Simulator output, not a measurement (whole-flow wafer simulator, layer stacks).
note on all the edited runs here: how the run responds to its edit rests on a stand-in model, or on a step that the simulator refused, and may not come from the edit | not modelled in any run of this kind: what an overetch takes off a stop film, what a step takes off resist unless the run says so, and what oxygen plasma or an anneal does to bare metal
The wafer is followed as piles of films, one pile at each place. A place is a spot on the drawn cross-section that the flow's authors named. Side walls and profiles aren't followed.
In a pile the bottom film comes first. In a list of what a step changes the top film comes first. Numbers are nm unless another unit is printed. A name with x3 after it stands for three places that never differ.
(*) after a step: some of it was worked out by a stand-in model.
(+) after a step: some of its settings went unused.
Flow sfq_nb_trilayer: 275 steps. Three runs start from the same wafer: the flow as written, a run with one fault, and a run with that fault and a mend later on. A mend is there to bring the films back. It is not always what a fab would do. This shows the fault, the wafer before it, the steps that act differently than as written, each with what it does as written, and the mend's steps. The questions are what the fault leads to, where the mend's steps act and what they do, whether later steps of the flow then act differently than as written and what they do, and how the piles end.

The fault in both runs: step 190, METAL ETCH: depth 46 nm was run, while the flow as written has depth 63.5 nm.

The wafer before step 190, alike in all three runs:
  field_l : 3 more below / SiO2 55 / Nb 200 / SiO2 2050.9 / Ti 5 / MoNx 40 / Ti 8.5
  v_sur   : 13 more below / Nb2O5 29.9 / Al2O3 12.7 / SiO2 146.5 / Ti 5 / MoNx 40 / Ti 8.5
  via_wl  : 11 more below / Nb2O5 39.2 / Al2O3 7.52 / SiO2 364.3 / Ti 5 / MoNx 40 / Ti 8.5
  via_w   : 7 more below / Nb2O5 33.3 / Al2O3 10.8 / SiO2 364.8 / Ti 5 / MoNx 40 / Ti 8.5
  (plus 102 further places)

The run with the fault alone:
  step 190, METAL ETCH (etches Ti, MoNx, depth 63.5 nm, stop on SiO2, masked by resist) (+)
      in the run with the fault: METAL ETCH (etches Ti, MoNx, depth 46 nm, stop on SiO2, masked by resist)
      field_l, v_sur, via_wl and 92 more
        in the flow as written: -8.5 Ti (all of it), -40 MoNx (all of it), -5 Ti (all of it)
        in the run with the fault: -8.5 Ti (all of it), -37.5 MoNx
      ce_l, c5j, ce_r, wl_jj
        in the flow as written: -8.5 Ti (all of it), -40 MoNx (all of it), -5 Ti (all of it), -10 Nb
        in the run with the fault: -8.5 Ti (all of it), -37.5 MoNx
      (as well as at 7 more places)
  Steps further on in the flow that do not act as written (10 more steps, not shown, differ only slightly: by at most 2% or 0.5 nm, whichever is larger):
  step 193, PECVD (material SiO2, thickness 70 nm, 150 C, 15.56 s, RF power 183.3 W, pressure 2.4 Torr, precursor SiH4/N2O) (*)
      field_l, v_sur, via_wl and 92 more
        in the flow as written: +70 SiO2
        in the run with the fault: +70 SiO2 (new film)
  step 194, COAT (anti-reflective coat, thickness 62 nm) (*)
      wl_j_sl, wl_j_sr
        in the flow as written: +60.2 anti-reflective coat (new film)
        in the run with the fault: +62 anti-reflective coat (new film)
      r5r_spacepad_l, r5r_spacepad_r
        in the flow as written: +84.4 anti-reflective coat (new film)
        in the run with the fault: +81.1 anti-reflective coat (new film)
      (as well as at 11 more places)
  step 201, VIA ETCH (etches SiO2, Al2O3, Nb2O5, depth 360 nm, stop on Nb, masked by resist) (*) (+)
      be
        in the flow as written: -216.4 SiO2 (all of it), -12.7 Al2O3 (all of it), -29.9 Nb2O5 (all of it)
        in the run with the fault: -69.8 SiO2 (all of it), -2.5 MoNx (all of it), -5 Ti (all of it), -146.5 SiO2 (all of it), -12.7 Al2O3 (all of it), -29.9 Nb2O5 (all of it)
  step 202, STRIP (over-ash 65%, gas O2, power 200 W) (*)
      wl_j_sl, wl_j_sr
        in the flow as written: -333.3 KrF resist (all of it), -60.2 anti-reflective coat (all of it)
        in the run with the fault: -333.1 KrF resist (all of it), -62 anti-reflective coat (all of it)
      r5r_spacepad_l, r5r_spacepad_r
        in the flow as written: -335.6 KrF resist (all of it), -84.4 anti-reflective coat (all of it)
        in the run with the fault: -335.3 KrF resist (all of it), -81.1 anti-reflective coat (all of it)
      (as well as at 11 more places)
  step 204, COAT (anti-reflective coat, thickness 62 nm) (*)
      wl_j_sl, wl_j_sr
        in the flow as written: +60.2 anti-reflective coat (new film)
        in the run with the fault: +62 anti-reflective coat (new film)
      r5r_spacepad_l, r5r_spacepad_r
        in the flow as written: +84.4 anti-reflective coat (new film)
        in the run with the fault: +81.1 anti-reflective coat (new film)
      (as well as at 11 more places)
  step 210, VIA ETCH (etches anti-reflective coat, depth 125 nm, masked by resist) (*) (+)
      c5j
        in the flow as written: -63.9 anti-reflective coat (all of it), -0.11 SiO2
        in the run with the fault: -61.3 anti-reflective coat (all of it), -0.12 SiO2
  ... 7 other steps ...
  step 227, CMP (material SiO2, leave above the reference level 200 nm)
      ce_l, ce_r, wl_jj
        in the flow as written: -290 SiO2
        in the run with the fault: -300 SiO2
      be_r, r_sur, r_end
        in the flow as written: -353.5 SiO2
        in the run with the fault: -346 SiO2
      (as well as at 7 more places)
  By the end, the piles at field_l, v_sur, via_wl and 99 more depart from the flow's by more than 2% or 0.5 nm, whichever is larger.
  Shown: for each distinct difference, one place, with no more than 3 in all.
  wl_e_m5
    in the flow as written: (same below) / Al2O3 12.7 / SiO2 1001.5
    in the run with the fault: (same below) / Al2O3 12.7 / SiO2 146.5 / Ti 5 / MoNx 2.5 / SiO2 855
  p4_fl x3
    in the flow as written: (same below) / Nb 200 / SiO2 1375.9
    in the run with the fault: (same below) / Nb 200 / SiO2 520.9 / Ti 5 / MoNx 2.5 / SiO2 855
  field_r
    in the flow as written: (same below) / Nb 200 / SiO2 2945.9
    in the run with the fault: (same below) / Nb 200 / SiO2 2090.9 / Ti 5 / MoNx 2.5 / SiO2 855

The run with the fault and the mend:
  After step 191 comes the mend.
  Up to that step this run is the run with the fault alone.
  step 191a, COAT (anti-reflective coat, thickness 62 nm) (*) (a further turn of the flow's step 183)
      p4_fl x3, p4_w1 x9, p4_g1 x2 and 57 more
        +62 anti-reflective coat (new film)
      field_l, v_sur, via_wl, via_w, via_wr, via_sp, l0v
        +62.2 anti-reflective coat (new film)
      via_v, wire, be, ln_m6, lsp_r, l0_sur
        +62.3 anti-reflective coat (new film)
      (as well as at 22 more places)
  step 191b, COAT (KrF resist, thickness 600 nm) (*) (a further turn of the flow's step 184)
      p4_fl x3, p4_w1 x9, p4_g1 x2 and 57 more
        +600 KrF resist (new film)
      field_l, v_sur, via_wl
        +600.5 KrF resist (new film)
      via_sp, l0_sur, l0v
        +600.7 KrF resist (new film)
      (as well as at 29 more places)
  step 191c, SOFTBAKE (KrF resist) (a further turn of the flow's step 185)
      alters no film at any place that is followed
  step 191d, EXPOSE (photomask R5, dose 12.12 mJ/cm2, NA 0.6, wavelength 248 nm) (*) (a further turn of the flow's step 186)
      alters no film at any place that is followed
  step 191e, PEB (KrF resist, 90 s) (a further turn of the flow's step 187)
      field_l, v_sur, via_wl and 75 more
        -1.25 KrF resist
      via_v, wire, be and 15 more
        -1.26 KrF resist
      c5j, ce_r, r5r_space_c
        -1.27 KrF resist
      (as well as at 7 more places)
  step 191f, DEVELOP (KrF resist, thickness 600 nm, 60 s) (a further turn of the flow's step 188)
      p4_fl x3, p4_w1 x9, p4_g1 x2 and 57 more
        -598.7 KrF resist (all of it)
      be_r, r_sur, res, r_end, r5r_line_l, r5r_line_c, r5r_line_r
        -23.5 KrF resist
      v_sur, via_wl, via_w
        -599.3 KrF resist (all of it)
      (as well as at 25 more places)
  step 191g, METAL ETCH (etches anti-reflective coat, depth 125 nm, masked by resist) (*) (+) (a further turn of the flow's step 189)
      p4_fl x3, p4_w1 x9, p4_g1 x2 and 57 more
        -62 anti-reflective coat (all of it)
      field_l, v_sur, via_wl, via_w, via_wr, via_sp, l0v
        -62.2 anti-reflective coat (all of it)
      be_r, r_sur, res, r_end, r5r_line_l, r5r_line_c, r5r_line_r
        -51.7 KrF resist
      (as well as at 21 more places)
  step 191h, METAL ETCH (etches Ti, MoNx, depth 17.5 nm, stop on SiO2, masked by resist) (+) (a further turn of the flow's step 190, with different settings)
      field_l, v_sur, via_wl and 92 more
        -2.5 MoNx (all of it), -5 Ti (all of it)
      be_r, r_sur, res, r_end, r5r_line_l, r5r_line_c, r5r_line_r
        -7 KrF resist
      ce_l, c5j, ce_r, wl_jj
        -2.5 MoNx (all of it), -5 Ti (all of it), -10 Nb
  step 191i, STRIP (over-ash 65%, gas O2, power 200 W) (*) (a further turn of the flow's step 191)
      r5r_line_c, r5r_line_r
        -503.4 KrF resist (all of it), -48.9 anti-reflective coat (all of it)
      be_r
        -497.5 KrF resist (all of it), -54.3 anti-reflective coat (all of it)
      r_sur
        -497.5 KrF resist (all of it), -57.9 anti-reflective coat (all of it)
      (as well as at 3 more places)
  Every later step of the flow that is run acts as written at every place that is followed.
  The piles end the same as the flow's at every place that both follow.
